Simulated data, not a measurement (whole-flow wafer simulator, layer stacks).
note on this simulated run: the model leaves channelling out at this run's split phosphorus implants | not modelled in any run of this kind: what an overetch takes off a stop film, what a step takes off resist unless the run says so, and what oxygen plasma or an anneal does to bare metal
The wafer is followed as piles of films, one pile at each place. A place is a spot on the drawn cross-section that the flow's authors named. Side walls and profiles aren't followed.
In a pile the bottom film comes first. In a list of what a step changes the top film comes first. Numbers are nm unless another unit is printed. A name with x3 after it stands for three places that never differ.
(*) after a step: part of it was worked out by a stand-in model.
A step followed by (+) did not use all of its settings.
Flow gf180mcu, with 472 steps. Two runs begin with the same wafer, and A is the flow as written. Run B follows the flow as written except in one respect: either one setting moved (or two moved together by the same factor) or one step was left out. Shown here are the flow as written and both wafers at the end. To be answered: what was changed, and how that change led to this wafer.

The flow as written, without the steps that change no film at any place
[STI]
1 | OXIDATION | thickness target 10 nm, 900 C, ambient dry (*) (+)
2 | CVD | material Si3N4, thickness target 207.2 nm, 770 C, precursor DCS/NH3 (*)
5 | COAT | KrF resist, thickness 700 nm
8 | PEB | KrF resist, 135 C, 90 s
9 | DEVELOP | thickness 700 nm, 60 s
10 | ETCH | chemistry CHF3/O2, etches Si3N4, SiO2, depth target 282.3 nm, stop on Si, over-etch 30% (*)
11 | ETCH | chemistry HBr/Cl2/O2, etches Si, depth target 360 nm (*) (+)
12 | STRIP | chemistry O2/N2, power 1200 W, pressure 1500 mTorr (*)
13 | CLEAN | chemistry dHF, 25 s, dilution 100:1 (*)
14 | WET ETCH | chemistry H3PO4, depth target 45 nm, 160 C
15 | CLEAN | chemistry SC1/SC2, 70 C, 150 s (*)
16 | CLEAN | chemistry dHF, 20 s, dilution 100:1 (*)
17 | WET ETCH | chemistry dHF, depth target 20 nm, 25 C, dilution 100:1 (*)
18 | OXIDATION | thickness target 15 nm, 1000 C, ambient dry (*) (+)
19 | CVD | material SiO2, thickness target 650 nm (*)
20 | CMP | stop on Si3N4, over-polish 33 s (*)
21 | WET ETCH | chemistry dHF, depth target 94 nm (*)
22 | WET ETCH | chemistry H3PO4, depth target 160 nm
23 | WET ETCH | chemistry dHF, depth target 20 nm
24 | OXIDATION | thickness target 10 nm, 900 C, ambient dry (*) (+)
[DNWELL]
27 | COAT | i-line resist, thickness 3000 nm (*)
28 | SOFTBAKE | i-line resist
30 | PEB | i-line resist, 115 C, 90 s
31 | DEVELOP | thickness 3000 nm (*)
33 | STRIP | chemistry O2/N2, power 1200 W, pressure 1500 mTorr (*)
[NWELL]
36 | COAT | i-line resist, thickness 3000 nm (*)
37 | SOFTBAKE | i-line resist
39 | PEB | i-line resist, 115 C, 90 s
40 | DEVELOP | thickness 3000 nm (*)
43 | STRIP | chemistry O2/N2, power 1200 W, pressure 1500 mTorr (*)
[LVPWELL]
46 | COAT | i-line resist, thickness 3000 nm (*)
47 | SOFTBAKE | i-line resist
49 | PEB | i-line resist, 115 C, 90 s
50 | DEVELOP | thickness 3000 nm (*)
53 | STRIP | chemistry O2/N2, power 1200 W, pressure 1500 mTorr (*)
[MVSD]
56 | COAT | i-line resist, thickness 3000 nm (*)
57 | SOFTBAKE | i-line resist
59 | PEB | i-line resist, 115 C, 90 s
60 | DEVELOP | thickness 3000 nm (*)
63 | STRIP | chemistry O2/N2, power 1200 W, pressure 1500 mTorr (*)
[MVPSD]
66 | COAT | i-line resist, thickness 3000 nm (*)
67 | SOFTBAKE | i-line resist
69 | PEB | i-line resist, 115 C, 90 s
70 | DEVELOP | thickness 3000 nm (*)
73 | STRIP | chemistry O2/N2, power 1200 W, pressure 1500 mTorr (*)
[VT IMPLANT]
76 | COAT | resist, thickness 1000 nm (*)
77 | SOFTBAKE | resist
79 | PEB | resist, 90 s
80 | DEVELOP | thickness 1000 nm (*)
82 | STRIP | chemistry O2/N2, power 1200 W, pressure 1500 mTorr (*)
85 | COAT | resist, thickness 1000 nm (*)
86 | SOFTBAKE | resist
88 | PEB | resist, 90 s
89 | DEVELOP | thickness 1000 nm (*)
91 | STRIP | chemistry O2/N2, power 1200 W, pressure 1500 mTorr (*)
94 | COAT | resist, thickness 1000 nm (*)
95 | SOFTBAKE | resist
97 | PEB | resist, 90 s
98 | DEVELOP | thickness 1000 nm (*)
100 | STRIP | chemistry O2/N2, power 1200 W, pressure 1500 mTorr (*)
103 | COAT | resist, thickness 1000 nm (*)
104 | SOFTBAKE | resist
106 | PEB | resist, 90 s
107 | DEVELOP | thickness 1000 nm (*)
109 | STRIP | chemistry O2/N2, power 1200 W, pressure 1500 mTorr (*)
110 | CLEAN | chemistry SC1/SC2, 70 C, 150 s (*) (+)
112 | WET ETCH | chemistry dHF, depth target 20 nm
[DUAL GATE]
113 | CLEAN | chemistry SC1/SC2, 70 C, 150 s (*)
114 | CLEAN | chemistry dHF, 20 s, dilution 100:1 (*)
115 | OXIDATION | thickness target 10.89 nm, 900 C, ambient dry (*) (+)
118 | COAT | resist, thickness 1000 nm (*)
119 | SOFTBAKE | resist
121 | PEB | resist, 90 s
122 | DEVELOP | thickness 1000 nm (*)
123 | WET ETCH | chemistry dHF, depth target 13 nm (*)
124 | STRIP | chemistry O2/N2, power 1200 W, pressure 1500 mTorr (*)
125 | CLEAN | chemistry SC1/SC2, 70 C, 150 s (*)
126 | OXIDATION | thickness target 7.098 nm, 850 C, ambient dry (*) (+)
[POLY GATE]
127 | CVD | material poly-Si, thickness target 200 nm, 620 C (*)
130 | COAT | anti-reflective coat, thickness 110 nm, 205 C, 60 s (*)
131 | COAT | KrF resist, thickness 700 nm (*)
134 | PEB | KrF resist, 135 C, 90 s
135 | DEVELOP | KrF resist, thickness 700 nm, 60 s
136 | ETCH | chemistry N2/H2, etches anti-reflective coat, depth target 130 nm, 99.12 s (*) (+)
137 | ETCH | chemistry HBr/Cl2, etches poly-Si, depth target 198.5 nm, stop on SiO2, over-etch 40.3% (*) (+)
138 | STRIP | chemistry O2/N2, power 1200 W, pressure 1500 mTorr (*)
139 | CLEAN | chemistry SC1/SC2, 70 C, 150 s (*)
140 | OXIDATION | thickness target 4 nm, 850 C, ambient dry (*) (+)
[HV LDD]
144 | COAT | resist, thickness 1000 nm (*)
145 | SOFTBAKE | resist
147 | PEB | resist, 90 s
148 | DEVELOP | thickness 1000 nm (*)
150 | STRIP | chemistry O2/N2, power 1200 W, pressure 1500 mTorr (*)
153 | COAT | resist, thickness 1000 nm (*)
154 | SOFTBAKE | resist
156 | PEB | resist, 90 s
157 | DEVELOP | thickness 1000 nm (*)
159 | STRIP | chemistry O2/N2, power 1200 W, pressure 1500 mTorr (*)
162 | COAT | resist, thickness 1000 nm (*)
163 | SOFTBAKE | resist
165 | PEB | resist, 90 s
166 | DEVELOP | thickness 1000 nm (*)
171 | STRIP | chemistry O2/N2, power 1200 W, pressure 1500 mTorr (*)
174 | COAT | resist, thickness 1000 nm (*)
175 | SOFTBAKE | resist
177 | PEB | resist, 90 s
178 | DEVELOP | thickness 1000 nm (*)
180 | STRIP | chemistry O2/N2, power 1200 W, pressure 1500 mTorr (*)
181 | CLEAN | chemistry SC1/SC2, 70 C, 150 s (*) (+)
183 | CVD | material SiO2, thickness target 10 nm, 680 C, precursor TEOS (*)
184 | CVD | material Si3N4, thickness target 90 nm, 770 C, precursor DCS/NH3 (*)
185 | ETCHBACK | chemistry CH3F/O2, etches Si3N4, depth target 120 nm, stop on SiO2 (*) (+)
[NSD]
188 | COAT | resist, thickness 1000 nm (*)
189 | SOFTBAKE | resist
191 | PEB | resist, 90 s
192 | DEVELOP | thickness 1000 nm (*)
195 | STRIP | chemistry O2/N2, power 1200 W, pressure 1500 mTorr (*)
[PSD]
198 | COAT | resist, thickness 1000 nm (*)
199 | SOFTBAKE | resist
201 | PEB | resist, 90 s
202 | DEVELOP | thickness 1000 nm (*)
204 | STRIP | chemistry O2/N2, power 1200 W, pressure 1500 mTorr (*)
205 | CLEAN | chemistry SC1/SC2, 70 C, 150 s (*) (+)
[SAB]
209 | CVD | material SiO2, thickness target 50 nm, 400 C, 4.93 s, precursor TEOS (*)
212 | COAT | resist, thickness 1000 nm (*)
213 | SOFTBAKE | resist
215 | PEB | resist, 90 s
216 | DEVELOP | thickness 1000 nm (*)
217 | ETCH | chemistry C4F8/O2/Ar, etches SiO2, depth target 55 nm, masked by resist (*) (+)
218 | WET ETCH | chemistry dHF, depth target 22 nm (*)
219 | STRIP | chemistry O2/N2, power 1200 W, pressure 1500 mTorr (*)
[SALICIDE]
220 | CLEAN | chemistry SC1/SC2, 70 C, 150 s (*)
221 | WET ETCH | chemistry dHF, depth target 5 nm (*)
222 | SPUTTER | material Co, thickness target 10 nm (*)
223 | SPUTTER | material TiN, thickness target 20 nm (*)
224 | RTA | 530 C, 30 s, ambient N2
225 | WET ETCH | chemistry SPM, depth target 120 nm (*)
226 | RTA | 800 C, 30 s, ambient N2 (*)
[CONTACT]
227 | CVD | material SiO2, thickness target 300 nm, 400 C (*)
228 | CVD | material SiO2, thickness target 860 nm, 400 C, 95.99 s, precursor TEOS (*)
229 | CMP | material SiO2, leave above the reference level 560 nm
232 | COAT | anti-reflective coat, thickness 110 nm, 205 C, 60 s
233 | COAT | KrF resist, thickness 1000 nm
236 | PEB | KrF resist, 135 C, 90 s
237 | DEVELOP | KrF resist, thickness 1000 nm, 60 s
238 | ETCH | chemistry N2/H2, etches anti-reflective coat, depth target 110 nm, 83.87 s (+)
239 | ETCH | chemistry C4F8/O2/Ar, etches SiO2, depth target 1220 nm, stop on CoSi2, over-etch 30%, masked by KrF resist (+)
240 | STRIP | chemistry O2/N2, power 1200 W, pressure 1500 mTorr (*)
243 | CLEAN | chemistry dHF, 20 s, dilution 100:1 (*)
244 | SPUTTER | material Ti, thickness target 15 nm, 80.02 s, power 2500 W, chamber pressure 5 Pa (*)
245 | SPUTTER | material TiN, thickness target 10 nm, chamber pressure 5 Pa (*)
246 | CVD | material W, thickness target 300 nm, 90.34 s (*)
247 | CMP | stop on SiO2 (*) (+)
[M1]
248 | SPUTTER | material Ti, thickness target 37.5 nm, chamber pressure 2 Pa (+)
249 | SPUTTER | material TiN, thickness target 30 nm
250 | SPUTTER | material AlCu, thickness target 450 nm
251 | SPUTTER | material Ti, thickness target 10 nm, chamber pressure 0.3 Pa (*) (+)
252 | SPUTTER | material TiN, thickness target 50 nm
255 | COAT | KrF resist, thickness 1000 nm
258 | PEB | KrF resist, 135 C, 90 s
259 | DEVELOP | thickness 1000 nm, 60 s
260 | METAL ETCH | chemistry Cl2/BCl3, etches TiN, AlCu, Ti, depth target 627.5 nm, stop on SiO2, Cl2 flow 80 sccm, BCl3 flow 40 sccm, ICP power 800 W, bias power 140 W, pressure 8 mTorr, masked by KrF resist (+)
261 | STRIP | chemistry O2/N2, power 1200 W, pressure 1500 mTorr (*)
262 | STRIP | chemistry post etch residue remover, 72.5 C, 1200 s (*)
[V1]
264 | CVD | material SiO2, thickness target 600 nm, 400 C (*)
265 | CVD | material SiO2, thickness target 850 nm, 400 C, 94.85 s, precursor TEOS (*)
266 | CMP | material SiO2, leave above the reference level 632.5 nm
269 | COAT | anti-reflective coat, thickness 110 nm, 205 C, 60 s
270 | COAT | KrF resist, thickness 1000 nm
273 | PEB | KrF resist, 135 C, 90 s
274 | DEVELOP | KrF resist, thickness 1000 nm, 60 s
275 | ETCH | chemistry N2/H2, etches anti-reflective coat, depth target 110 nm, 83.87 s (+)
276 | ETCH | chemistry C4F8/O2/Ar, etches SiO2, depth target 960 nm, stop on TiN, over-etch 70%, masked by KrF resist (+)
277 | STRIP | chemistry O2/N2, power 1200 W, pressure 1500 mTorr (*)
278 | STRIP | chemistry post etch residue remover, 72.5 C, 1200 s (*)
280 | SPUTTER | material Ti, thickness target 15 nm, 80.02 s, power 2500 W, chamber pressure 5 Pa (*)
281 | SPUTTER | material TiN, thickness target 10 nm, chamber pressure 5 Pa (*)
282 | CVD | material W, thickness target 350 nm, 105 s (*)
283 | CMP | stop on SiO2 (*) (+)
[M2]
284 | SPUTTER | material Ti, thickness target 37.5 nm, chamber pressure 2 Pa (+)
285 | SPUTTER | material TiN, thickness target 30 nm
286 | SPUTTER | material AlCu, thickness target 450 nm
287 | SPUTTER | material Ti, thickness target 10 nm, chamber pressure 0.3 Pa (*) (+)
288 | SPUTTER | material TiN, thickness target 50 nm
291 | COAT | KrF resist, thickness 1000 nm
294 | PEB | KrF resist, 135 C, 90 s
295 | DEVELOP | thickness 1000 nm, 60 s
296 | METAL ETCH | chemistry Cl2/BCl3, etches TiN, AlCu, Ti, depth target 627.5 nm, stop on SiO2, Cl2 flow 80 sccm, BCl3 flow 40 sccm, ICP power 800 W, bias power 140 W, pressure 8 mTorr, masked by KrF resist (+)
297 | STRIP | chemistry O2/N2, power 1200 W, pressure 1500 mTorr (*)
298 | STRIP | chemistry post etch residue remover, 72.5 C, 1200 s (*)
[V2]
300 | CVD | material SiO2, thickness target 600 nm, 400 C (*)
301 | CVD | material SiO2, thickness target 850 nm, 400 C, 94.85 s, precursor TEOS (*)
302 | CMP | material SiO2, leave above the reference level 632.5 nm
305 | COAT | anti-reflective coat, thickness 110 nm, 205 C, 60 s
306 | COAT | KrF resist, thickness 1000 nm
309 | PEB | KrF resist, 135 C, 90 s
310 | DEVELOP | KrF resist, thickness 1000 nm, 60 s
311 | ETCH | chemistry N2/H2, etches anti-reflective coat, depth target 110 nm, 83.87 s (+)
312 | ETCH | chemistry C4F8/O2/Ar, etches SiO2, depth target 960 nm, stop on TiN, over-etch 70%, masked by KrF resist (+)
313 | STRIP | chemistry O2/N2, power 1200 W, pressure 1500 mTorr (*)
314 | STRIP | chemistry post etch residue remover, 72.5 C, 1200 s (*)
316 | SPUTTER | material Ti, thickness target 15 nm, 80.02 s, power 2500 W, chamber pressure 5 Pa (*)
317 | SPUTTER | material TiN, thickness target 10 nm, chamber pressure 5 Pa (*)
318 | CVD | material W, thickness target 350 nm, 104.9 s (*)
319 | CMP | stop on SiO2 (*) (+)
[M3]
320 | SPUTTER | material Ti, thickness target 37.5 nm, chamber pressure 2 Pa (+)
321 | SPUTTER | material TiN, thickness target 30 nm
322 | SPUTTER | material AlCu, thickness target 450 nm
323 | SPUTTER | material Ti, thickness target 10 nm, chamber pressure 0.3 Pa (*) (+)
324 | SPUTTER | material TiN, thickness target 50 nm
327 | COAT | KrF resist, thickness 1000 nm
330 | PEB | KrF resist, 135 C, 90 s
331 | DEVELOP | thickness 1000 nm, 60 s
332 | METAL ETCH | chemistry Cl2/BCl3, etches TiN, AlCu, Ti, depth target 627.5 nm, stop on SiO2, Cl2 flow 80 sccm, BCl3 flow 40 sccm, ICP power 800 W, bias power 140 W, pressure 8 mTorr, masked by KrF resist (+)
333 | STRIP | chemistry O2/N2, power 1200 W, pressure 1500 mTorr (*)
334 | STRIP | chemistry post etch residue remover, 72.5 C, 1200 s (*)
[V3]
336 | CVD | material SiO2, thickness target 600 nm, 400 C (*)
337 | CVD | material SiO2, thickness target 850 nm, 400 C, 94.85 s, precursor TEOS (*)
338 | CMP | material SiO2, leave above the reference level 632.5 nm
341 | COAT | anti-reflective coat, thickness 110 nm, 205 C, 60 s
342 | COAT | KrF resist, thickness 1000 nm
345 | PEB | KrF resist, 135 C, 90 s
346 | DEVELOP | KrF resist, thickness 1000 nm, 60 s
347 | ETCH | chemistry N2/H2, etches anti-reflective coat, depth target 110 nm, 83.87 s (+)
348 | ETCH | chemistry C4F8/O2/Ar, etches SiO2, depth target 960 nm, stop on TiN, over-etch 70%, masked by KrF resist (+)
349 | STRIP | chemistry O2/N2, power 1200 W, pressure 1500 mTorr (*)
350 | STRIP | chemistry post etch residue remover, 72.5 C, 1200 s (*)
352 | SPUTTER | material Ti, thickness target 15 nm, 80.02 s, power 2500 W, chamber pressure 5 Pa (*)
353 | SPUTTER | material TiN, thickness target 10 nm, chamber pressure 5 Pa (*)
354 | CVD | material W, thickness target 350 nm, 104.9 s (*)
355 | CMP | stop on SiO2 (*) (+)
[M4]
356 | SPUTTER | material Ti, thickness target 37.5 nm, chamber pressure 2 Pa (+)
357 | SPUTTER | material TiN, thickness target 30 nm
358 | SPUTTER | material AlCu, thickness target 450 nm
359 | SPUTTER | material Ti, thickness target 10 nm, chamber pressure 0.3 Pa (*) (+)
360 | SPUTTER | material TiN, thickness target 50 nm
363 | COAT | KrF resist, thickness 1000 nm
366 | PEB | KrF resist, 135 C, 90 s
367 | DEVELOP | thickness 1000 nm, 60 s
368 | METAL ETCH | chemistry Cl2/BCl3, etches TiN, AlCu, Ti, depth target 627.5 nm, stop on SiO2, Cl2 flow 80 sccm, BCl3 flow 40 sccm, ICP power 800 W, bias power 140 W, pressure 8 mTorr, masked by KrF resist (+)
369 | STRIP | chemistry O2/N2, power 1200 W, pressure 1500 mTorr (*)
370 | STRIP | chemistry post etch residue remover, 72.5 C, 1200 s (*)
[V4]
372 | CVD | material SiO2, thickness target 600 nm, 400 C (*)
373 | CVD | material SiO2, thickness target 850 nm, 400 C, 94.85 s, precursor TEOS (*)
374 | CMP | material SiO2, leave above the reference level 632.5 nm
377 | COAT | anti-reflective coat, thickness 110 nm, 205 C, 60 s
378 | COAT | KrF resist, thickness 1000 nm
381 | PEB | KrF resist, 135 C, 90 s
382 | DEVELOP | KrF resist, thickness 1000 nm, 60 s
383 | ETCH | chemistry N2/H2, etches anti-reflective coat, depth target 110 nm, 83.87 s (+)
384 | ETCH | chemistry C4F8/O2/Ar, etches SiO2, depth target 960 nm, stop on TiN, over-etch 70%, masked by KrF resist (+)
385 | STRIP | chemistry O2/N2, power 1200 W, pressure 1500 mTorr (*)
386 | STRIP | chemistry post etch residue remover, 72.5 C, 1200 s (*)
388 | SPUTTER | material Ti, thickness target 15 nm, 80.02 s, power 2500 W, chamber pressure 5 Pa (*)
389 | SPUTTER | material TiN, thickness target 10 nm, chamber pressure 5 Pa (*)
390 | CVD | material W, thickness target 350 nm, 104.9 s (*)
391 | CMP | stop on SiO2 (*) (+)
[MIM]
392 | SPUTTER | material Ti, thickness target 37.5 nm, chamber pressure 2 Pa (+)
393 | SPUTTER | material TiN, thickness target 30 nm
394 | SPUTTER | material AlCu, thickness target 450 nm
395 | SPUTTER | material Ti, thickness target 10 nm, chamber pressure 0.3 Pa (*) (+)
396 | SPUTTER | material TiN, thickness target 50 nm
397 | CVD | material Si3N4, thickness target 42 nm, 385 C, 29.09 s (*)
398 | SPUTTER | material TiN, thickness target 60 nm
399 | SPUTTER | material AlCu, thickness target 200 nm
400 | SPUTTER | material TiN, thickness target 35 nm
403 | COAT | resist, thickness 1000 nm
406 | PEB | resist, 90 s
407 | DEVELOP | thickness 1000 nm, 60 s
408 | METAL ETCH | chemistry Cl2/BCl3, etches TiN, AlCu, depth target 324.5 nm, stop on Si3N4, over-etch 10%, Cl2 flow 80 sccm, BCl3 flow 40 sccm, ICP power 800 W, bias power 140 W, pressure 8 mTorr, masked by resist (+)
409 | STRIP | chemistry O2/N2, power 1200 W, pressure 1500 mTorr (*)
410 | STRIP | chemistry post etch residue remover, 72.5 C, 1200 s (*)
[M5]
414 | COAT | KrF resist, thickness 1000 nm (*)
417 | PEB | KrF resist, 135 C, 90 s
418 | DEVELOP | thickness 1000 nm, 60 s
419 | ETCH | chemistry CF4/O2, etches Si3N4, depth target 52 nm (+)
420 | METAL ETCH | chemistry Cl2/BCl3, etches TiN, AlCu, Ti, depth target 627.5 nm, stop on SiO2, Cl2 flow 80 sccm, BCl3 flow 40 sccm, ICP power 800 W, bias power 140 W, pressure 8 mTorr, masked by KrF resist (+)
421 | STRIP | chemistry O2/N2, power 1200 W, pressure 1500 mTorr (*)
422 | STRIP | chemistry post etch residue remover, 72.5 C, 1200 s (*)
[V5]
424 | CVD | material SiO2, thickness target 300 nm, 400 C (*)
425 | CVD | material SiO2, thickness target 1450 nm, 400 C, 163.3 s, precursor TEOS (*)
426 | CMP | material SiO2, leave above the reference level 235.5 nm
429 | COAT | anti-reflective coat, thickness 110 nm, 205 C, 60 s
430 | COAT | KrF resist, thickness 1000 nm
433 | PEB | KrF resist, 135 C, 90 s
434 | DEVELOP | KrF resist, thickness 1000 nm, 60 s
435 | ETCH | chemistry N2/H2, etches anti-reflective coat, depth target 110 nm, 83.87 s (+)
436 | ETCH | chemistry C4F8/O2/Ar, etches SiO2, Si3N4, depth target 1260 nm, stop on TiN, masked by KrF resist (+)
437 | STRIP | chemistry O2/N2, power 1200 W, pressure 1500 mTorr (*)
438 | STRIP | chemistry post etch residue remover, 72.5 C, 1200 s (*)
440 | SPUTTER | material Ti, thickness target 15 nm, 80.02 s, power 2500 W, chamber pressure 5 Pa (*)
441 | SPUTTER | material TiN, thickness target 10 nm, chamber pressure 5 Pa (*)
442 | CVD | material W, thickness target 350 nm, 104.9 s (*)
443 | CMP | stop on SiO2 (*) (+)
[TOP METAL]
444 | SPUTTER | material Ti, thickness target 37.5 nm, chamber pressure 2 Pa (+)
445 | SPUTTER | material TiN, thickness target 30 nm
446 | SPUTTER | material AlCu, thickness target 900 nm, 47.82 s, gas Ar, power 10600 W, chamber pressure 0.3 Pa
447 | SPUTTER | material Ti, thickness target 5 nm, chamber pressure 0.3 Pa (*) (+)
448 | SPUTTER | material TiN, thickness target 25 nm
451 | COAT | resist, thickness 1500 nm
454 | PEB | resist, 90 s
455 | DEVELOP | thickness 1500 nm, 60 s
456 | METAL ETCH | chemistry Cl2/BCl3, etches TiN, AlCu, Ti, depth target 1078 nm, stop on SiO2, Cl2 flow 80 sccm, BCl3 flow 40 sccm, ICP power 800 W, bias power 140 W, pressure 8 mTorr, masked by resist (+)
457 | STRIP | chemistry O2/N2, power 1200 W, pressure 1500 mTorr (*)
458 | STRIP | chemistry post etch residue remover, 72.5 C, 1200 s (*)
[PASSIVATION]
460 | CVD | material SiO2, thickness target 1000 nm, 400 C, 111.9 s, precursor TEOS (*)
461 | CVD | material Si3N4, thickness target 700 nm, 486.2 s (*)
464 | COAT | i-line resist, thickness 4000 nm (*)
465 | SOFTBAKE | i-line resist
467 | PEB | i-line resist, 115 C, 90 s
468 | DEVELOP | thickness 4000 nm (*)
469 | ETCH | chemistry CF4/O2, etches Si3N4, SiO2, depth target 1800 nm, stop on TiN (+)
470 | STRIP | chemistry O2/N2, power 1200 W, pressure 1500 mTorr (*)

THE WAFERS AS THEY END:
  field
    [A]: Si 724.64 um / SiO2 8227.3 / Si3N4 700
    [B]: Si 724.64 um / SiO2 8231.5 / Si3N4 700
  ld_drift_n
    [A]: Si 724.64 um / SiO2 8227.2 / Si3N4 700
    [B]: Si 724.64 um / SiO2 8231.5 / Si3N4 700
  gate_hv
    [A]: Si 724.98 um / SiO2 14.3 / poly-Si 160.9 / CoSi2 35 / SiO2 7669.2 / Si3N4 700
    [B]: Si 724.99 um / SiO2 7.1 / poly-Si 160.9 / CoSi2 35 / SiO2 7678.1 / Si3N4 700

Cause: step 115, OXIDATION: thickness target 10.89 nm, 900 C, ambient dry (*) (+), was skipped.

The path from the change to this, step by step:
  123 | WET ETCH | chemistry dHF, depth target 13 nm (*)
      active, n_well, p_well and 12 more: A SiO2 loses 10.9 (all of it) | B nothing
  124 | STRIP | chemistry O2/N2, power 1200 W, pressure 1500 mTorr (*)
      gate_hv: A resist loses 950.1 (all of it) | B chemical SiO2 gains 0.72 (new film), resist loses 952.6 (all of it), Si loses 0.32
      active_hv: A resist loses 950.6 (all of it) | B chemical SiO2 gains 0.72 (new film), resist loses 953.1 (all of it), Si loses 0.32
      (and at 26 other places as well)
  126 | OXIDATION | thickness target 7.098 nm, 850 C, ambient dry (*) (+)
      gate_hv, active_hv, active_nat and 25 more: A SiO2 gains 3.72, Si loses 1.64 | B SiO2 gains 7.1 (new film), chemical SiO2 loses 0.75 (all of it), Si loses 2.79
  130 | COAT | anti-reflective coat, thickness 110 nm, 205 C, 60 s (*)
      p_well, spacer, sd_n: A anti-reflective coat gains 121 (new film) | B anti-reflective coat gains 115.6 (new film)
      field__w6: A anti-reflective coat gains 104.7 (new film) | B anti-reflective coat gains 102.6 (new film)
      (and at 13 other places as well)
  136 | ETCH | chemistry N2/H2, etches anti-reflective coat, depth target 130 nm, 99.12 s (*) (+)
      p_well, spacer, sd_n: A anti-reflective coat loses 121 (all of it), poly-Si loses 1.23 | B anti-reflective coat loses 115.6 (all of it), poly-Si loses 1.37
      field__w6: A anti-reflective coat loses 104.7 (all of it), poly-Si loses 1.65 | B anti-reflective coat loses 102.6 (all of it), poly-Si loses 1.7
      (and at 11 other places as well)
  138 | STRIP | chemistry O2/N2, power 1200 W, pressure 1500 mTorr (*)
      gate: A chemical SiO2 gains 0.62 (new film), KrF resist loses 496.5 (all of it), anti-reflective coat loses 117 (all of it), poly-Si loses 0.27 | B chemical SiO2 gains 0.62 (new film), KrF resist loses 495.4 (all of it), anti-reflective coat loses 112.5 (all of it), poly-Si loses 0.27
      gate_p: A chemical SiO2 gains 0.62 (new film), KrF resist loses 496.2 (all of it), anti-reflective coat loses 117 (all of it), poly-Si loses 0.27 | B chemical SiO2 gains 0.62 (new film), KrF resist loses 494.9 (all of it), anti-reflective coat loses 113.1 (all of it), poly-Si loses 0.27
  145 | SOFTBAKE | resist
      nw_enc_fld_lv__w3: A resist gains 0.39 | B resist loses 0.34
      active_nat: A resist gains 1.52 | B resist gains 2.56
  154 | SOFTBAKE | resist
      nw_enc_fld_lv__w3: A resist gains 0.39 | B resist loses 0.34
      active_nat: A resist gains 1.52 | B resist gains 2.56
  163 | SOFTBAKE | resist
      nw_enc_fld_lv__w3: A resist gains 0.39 | B resist loses 0.34
      active_nat: A resist gains 1.52 | B resist gains 2.56
  175 | SOFTBAKE | resist
      nw_enc_fld_lv__w3: A resist gains 0.39 | B resist loses 0.34
      active_nat: A resist gains 1.52 | B resist gains 2.56
  189 | SOFTBAKE | resist
      active_hv: A resist gains 0.78 | B resist gains 0.23
  199 | SOFTBAKE | resist
      active_hv: A resist gains 0.78 | B resist gains 0.23
  218 | WET ETCH | chemistry dHF, depth target 22 nm (*)
      ldn_tap, ldn_src, ldn_drn, ldp_tap, ldp_src, ldp_drn, ldp_gr: A SiO2 loses 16 (all of it) | B SiO2 loses 9.01 (all of it)
      ld_drn_n, ld_sd_p: A SiO2 loses 14.8 (all of it) | B SiO2 loses 7.83 (all of it)
      (and at 5 other places as well)
  223 | SPUTTER | material TiN, thickness target 20 nm (*)
      field__w12: A TiN gains 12 (new film) | B TiN gains 12.6 (new film)
      ld_sd_n: A TiN gains 15.5 (new film) | B TiN gains 16.1 (new film)
  225 | WET ETCH | chemistry SPM, depth target 120 nm (*)
      field__w12: A TiN loses 12 (all of it), Co loses 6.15 (all of it) | B TiN loses 12.6 (all of it), Co loses 6.15 (all of it)
      ld_sd_n: A TiN loses 15.5 (all of it) | B TiN loses 16.1 (all of it)
  229 | CMP | material SiO2, leave above the reference level 560 nm
      ld_drift_p, ld_drn_p: A SiO2 loses 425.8 | B SiO2 loses 416.8
      field__w1: A SiO2 loses 283.8 | B SiO2 loses 277.8
      (and at 6 other places as well)
